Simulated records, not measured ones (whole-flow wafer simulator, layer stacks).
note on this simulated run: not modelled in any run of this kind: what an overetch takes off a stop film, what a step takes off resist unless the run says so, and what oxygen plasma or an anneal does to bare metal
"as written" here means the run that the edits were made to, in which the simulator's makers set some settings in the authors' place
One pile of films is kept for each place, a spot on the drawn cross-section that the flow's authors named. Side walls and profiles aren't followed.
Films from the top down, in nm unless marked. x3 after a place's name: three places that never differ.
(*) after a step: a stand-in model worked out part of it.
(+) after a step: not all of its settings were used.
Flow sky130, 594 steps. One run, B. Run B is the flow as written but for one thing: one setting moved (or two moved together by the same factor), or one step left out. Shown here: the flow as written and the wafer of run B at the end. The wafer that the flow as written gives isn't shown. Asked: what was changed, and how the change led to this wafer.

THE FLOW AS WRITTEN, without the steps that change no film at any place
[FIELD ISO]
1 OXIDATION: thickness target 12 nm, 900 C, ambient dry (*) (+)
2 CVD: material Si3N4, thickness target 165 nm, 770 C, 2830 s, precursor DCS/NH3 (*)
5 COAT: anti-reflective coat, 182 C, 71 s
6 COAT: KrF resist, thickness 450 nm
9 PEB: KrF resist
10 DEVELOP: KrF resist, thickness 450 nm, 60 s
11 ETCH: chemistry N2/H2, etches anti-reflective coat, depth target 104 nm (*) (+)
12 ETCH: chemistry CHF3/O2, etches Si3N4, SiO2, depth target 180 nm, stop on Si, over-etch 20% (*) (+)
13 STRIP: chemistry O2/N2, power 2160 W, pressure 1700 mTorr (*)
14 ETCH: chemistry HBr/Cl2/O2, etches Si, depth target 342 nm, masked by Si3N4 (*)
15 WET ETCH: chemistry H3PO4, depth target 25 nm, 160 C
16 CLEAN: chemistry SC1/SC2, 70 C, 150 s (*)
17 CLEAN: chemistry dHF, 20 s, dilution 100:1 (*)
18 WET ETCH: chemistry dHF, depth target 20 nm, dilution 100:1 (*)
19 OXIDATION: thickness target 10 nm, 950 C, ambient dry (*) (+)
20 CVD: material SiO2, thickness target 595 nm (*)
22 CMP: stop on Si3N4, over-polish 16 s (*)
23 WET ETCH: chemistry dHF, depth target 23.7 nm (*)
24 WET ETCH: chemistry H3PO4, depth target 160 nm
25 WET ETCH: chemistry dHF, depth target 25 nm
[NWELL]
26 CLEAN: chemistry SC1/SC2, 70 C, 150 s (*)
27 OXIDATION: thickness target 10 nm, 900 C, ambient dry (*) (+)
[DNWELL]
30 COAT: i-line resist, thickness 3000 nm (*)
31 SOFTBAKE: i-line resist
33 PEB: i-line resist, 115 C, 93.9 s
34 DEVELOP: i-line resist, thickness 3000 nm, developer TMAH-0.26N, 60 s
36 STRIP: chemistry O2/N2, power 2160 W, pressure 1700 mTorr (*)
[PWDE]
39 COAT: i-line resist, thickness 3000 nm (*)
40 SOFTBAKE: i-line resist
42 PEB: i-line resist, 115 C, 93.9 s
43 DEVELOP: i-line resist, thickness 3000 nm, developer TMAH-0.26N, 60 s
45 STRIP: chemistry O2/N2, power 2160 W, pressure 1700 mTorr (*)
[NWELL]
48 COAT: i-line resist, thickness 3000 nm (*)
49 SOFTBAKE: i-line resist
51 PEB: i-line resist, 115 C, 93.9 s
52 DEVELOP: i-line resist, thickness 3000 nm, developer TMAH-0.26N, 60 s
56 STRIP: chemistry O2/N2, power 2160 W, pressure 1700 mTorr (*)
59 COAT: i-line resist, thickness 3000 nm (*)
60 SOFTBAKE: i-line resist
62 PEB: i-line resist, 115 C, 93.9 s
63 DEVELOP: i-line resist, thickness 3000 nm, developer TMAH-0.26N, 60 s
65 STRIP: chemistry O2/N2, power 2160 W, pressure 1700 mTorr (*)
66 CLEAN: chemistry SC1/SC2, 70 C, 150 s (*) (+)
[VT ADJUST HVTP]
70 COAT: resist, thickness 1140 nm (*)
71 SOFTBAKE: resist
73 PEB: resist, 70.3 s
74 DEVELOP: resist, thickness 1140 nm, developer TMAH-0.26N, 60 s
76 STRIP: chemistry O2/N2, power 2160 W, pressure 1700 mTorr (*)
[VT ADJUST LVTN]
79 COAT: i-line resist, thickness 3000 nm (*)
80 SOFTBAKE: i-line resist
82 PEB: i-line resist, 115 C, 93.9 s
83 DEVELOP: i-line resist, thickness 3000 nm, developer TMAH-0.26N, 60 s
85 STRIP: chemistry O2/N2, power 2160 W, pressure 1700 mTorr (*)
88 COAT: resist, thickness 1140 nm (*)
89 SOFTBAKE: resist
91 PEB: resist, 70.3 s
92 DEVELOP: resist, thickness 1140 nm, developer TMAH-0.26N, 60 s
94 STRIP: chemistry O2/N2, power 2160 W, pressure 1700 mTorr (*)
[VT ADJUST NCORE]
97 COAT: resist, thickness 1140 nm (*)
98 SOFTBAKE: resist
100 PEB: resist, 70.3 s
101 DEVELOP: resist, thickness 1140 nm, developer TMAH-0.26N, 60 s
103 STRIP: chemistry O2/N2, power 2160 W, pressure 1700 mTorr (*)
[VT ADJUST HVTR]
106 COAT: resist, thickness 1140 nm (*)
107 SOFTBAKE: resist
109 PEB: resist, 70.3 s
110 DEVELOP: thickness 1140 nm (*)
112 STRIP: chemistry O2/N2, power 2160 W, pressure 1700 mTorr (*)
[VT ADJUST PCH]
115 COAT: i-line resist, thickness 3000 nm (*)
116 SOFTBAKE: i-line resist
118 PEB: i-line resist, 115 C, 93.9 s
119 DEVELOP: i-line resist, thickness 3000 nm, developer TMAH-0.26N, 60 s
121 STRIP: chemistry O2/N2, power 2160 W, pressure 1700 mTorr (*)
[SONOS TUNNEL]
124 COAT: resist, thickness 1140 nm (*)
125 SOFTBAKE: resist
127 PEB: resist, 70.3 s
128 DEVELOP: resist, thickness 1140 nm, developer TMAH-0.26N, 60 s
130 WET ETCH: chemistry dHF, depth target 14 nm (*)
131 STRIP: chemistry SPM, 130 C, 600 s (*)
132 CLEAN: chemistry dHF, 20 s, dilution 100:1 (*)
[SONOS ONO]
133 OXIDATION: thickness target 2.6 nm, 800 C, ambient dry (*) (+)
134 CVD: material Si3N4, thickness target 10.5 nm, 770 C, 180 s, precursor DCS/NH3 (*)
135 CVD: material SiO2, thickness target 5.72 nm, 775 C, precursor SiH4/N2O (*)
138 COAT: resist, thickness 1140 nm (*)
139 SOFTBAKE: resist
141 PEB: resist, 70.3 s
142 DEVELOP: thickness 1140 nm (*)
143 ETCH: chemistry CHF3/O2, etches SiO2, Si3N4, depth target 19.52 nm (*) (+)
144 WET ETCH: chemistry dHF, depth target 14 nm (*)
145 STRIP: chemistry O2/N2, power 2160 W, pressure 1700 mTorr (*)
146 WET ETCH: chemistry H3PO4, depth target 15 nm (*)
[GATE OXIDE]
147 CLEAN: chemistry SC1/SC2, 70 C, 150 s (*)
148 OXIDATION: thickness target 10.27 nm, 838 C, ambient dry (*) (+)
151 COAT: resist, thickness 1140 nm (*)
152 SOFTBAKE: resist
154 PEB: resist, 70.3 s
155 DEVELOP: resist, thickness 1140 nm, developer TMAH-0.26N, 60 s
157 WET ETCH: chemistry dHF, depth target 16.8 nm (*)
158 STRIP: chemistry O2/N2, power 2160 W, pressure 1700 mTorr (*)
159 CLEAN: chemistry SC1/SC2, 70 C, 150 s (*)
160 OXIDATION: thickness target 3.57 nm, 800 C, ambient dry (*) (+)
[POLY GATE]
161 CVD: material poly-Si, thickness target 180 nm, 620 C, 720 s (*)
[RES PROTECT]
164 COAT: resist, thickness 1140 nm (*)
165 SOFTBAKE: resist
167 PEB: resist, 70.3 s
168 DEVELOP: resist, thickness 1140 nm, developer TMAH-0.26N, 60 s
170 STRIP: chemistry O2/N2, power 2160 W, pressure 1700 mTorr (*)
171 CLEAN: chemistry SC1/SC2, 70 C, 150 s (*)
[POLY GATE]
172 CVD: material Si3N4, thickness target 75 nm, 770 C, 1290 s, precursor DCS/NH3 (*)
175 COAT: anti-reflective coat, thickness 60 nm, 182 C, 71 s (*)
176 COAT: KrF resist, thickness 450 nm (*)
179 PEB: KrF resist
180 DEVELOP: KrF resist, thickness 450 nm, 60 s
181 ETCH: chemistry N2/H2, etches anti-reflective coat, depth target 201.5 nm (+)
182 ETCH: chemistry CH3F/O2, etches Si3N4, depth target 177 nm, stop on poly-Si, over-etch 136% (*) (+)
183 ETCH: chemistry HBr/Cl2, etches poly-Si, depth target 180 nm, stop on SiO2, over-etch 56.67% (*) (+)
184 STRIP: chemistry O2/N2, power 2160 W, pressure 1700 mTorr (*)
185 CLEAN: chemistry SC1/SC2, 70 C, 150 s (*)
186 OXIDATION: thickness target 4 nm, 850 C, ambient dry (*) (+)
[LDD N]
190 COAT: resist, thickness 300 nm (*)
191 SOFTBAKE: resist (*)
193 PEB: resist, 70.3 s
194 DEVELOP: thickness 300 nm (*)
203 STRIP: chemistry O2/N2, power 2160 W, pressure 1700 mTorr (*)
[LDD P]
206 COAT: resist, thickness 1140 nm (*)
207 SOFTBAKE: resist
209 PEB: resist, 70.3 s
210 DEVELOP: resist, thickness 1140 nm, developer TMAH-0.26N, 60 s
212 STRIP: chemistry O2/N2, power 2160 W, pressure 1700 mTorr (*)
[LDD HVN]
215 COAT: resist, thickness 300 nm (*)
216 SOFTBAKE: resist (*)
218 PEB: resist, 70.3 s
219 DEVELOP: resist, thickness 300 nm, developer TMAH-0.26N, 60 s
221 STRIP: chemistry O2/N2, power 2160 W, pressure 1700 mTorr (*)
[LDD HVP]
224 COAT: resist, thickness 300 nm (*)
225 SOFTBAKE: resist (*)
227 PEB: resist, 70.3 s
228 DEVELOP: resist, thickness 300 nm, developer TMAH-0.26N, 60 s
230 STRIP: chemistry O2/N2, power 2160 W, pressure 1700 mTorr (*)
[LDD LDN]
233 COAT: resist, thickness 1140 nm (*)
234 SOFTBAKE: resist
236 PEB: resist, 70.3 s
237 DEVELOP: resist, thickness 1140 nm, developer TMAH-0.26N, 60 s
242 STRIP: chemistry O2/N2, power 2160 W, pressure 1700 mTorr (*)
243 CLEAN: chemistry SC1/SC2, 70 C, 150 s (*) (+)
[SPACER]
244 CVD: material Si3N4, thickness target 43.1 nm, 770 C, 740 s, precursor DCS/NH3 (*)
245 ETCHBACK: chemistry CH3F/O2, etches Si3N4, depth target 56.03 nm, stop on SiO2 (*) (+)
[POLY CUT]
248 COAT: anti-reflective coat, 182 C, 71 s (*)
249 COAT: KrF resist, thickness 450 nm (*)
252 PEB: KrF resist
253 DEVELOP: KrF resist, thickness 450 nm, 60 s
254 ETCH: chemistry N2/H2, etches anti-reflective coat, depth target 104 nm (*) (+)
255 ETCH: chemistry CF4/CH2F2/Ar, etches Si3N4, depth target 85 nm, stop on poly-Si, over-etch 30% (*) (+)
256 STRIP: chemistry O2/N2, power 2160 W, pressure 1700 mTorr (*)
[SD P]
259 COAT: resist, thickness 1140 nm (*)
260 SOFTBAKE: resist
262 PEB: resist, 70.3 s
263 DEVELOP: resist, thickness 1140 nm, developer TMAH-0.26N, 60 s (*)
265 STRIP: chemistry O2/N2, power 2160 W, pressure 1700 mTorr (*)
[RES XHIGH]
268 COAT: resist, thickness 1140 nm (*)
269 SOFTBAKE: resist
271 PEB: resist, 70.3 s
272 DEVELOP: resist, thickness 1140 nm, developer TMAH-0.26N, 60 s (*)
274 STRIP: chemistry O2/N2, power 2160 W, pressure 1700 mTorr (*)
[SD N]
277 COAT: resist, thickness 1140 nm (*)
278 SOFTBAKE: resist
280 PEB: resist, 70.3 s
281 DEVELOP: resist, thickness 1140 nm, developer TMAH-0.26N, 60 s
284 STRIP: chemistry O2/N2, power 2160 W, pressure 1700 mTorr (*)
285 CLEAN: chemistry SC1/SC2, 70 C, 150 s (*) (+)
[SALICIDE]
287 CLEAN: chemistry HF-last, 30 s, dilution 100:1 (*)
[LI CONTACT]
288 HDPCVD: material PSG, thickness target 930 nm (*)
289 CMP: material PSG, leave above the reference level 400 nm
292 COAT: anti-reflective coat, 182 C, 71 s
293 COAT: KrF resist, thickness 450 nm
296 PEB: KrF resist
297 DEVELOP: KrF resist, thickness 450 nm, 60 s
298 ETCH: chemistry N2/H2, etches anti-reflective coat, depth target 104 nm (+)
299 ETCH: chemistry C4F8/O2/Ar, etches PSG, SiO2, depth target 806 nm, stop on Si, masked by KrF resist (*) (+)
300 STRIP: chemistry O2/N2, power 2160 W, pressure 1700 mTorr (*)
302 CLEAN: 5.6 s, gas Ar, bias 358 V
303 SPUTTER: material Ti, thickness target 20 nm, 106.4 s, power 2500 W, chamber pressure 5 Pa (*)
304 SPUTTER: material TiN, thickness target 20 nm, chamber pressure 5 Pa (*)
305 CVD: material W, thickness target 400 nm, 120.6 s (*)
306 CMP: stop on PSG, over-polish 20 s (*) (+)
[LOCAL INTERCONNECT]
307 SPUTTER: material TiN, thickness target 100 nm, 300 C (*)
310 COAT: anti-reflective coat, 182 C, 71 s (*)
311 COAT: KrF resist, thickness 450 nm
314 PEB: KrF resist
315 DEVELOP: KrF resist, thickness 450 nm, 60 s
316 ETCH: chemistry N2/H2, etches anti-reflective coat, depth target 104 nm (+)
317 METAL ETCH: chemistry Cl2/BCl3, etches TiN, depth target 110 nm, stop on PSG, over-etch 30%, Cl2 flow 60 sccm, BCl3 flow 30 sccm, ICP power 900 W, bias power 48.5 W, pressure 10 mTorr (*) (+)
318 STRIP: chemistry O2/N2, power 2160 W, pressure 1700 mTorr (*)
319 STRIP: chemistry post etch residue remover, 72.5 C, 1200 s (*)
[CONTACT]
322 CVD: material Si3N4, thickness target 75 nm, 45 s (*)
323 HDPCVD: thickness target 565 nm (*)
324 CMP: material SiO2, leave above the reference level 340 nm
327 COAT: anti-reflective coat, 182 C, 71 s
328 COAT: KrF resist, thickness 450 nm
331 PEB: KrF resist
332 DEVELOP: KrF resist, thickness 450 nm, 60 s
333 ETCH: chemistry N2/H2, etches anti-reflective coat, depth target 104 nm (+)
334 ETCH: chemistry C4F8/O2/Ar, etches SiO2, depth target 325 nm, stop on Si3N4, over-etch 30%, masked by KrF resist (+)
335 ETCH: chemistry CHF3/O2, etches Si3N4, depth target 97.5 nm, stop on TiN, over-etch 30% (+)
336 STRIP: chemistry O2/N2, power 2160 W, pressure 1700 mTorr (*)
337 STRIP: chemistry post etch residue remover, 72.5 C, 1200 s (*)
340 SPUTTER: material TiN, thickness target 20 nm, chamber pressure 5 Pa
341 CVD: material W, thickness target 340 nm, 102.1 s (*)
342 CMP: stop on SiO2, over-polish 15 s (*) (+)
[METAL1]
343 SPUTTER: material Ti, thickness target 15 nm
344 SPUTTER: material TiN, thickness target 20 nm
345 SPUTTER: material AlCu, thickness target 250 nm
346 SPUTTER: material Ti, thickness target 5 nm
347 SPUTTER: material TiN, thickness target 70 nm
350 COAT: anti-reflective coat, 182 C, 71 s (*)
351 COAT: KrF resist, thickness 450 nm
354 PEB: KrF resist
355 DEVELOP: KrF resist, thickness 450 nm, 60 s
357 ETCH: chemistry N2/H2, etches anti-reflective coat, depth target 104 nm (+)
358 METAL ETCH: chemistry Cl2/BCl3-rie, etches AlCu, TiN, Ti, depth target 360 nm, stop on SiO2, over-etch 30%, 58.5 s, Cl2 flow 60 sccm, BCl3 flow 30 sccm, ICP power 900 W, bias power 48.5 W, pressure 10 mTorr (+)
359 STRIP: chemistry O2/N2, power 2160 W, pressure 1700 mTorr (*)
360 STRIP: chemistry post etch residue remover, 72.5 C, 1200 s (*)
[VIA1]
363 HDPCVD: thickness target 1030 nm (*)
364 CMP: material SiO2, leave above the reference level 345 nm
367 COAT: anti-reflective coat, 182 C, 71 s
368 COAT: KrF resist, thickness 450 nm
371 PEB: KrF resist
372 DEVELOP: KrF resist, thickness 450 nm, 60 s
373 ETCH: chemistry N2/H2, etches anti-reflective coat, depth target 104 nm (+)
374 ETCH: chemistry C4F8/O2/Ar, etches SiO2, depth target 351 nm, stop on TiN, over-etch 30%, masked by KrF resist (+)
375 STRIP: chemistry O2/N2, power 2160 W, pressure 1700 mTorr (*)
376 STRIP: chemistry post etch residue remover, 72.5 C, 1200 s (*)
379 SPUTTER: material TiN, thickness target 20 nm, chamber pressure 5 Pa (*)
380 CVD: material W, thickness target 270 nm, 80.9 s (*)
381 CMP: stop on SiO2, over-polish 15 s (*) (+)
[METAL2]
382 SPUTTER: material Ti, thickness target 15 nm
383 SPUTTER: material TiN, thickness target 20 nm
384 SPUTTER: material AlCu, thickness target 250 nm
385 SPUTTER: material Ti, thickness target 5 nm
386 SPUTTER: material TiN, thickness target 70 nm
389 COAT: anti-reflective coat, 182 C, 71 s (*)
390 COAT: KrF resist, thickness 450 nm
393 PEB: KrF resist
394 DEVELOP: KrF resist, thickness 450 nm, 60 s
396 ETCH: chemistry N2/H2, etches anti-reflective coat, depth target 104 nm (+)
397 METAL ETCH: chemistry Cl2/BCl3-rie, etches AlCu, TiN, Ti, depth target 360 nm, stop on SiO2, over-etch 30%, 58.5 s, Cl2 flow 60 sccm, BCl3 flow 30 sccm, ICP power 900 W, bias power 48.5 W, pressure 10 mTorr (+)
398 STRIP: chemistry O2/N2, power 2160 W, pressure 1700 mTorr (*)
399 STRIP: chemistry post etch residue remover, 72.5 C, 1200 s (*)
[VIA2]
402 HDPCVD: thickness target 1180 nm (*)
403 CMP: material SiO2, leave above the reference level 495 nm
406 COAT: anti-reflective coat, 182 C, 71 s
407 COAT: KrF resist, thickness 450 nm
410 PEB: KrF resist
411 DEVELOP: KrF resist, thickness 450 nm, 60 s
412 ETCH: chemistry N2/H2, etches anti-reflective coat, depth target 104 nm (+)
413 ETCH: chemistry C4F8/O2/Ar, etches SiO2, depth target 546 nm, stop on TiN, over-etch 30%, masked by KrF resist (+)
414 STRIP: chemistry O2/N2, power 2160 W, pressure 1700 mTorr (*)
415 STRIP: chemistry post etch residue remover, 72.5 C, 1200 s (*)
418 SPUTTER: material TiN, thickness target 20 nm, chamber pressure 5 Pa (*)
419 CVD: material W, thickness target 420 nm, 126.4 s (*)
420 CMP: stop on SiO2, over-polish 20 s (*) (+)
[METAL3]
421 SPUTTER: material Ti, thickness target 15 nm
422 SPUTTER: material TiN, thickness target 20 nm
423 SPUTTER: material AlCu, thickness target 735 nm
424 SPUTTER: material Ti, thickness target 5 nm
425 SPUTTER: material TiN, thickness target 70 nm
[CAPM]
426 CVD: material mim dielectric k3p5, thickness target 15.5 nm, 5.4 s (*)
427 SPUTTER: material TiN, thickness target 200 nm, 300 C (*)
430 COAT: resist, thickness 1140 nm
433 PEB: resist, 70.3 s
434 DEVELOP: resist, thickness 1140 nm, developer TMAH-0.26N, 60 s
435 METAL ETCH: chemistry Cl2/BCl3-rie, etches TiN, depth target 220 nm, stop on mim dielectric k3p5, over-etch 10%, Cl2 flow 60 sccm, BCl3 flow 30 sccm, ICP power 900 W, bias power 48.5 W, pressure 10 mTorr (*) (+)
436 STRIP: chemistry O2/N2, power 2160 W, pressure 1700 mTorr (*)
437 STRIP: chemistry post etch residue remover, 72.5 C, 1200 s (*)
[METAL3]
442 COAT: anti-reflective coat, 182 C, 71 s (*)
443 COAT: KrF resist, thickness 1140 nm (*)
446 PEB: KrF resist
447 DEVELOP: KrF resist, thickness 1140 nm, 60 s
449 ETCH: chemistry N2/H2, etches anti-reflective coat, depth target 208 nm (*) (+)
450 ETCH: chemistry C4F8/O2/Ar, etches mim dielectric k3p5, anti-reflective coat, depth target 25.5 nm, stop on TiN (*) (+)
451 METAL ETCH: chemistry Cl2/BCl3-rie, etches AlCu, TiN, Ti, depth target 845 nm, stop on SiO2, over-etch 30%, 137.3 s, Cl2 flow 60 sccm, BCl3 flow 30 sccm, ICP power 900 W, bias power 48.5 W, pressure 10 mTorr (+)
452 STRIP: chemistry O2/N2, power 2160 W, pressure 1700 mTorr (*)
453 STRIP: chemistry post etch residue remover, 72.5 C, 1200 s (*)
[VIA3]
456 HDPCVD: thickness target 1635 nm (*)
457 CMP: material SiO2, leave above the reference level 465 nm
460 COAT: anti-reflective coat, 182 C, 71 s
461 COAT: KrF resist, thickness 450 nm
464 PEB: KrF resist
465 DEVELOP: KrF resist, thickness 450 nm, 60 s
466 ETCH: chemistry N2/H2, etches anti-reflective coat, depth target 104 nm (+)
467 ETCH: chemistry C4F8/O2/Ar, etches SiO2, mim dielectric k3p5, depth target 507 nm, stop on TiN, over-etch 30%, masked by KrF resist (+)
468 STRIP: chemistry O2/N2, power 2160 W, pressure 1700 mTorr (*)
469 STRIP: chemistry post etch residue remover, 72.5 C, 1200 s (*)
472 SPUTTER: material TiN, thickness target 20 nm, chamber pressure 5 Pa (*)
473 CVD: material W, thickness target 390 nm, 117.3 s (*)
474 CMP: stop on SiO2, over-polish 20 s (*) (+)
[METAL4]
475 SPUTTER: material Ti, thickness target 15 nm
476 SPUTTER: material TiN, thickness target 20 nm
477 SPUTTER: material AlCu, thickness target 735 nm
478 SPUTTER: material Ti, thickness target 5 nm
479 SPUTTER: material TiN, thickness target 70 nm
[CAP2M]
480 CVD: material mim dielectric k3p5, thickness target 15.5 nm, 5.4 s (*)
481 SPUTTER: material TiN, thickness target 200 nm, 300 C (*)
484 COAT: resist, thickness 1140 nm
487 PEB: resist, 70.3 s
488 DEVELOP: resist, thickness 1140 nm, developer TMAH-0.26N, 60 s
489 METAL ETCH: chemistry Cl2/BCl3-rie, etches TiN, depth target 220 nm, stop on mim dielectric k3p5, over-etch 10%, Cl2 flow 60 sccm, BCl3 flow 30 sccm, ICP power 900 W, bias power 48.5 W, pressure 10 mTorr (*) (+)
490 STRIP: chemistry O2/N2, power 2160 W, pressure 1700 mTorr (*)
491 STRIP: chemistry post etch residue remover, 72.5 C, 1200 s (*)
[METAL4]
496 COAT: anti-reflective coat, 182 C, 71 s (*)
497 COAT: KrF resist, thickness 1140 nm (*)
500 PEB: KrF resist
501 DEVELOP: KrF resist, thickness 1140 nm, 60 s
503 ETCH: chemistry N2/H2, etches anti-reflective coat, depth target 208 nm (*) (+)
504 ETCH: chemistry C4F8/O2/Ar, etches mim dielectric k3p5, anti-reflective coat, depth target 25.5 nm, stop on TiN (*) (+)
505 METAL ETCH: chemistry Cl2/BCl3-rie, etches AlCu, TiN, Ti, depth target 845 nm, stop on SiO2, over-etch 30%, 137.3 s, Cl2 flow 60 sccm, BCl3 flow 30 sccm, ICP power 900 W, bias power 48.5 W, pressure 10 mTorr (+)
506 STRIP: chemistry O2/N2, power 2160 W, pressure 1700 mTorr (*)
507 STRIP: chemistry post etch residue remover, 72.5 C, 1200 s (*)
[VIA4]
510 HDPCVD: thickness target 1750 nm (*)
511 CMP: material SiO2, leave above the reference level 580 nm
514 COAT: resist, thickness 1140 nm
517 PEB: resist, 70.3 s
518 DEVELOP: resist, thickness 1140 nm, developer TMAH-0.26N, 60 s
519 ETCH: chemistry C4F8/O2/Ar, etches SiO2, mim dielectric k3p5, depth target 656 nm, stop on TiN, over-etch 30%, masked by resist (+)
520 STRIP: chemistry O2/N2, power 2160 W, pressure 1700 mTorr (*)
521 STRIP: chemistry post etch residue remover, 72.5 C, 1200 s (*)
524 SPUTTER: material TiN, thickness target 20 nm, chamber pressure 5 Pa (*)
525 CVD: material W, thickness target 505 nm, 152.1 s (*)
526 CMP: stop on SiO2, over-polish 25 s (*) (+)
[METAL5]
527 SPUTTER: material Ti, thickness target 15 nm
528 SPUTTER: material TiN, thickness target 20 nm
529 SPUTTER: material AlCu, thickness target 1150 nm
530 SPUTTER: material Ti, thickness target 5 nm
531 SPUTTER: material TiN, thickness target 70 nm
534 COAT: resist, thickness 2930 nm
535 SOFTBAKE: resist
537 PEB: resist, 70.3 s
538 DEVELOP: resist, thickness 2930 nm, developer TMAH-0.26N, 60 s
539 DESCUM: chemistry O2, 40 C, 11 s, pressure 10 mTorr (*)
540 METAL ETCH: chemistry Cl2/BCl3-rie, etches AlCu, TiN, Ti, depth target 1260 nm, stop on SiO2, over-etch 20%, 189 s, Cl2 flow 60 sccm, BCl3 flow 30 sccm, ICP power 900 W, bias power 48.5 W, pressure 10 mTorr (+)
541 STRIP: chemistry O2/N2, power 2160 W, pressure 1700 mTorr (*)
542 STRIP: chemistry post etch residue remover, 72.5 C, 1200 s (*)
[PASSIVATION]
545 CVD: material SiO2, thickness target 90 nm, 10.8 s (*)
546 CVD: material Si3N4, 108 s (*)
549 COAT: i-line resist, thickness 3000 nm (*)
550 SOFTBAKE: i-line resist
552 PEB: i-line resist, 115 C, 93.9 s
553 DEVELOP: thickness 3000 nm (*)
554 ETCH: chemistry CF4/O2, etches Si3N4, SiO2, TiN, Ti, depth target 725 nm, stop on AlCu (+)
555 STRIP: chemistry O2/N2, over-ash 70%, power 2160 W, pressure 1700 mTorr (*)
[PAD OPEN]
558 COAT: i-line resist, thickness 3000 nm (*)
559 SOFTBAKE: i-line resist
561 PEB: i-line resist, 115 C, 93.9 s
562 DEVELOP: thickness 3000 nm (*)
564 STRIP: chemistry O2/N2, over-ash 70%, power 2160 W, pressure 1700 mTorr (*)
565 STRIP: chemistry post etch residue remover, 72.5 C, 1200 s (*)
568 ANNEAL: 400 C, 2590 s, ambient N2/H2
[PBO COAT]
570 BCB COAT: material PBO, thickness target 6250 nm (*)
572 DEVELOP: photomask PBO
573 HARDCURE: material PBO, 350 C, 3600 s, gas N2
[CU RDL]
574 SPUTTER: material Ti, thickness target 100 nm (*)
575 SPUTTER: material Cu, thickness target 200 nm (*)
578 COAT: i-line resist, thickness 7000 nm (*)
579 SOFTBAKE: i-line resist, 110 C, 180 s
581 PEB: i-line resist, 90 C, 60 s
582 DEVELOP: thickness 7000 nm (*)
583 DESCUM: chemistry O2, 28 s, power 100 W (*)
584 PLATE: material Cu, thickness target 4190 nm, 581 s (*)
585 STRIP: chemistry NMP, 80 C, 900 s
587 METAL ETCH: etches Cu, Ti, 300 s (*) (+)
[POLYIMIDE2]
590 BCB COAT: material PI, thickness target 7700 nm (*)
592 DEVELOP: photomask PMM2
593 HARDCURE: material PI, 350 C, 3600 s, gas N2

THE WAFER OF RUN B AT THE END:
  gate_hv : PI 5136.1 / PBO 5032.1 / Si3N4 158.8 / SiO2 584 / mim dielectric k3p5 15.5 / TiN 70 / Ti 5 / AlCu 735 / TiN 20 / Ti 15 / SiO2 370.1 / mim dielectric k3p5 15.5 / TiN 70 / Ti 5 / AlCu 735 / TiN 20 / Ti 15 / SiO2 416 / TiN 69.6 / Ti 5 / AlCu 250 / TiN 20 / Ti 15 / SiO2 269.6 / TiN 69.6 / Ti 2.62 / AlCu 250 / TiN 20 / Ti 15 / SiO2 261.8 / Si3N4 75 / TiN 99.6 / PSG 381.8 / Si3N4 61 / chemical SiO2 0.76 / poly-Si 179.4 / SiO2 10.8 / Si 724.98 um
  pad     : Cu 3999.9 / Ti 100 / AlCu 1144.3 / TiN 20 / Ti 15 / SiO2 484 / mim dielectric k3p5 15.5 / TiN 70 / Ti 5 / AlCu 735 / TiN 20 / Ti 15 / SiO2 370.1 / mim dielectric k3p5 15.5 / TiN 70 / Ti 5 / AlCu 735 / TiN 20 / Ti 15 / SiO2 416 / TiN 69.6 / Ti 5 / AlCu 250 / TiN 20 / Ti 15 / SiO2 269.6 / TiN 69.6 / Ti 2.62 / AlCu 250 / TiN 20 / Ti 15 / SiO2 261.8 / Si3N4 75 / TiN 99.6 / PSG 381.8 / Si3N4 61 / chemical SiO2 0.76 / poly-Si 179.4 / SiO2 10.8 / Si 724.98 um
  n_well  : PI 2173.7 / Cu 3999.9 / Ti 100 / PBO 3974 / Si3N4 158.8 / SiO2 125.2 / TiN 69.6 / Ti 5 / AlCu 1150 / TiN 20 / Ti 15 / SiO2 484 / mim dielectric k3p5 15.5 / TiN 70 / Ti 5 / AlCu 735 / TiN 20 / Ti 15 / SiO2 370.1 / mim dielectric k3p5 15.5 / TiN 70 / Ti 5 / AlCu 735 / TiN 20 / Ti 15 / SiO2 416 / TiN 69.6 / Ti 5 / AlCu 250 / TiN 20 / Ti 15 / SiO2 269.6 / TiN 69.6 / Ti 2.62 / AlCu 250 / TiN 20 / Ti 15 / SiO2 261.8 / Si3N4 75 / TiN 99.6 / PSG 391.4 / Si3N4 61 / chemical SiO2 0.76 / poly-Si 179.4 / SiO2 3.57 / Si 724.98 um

The cause: step 346, SPUTTER: thickness target 2.62 nm was run, where the flow has thickness target 5 nm.
It can be read off the wafer: gate_hv has Ti 2.62, and step 346 as written asks for 5 nm.

How the change led to this, step by step:
  346 SPUTTER: material Ti, thickness target 5 nm
      field, active, n_well and 188 more: Ti +2.62 (new film) (as written it would be: Ti +5 (new film))
  358 METAL ETCH: chemistry Cl2/BCl3-rie, etches AlCu, TiN, Ti, depth target 360 nm, stop on SiO2, over-etch 30%, 58.5 s, Cl2 flow 60 sccm, BCl3 flow 30 sccm, ICP power 900 W, bias power 48.5 W, pressure 10 mTorr (+)
      field, active, gate and 81 more: TiN -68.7 (all of it), Ti -2.62 (all of it), AlCu -250 (all of it), TiN -20 (all of it), Ti -15 (all of it), SiO2 -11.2 (as written it would be: TiN -68.7 (all of it), Ti -5 (all of it), AlCu -250 (all of it), TiN -20 (all of it), Ti -15 (all of it), SiO2 -10.9)
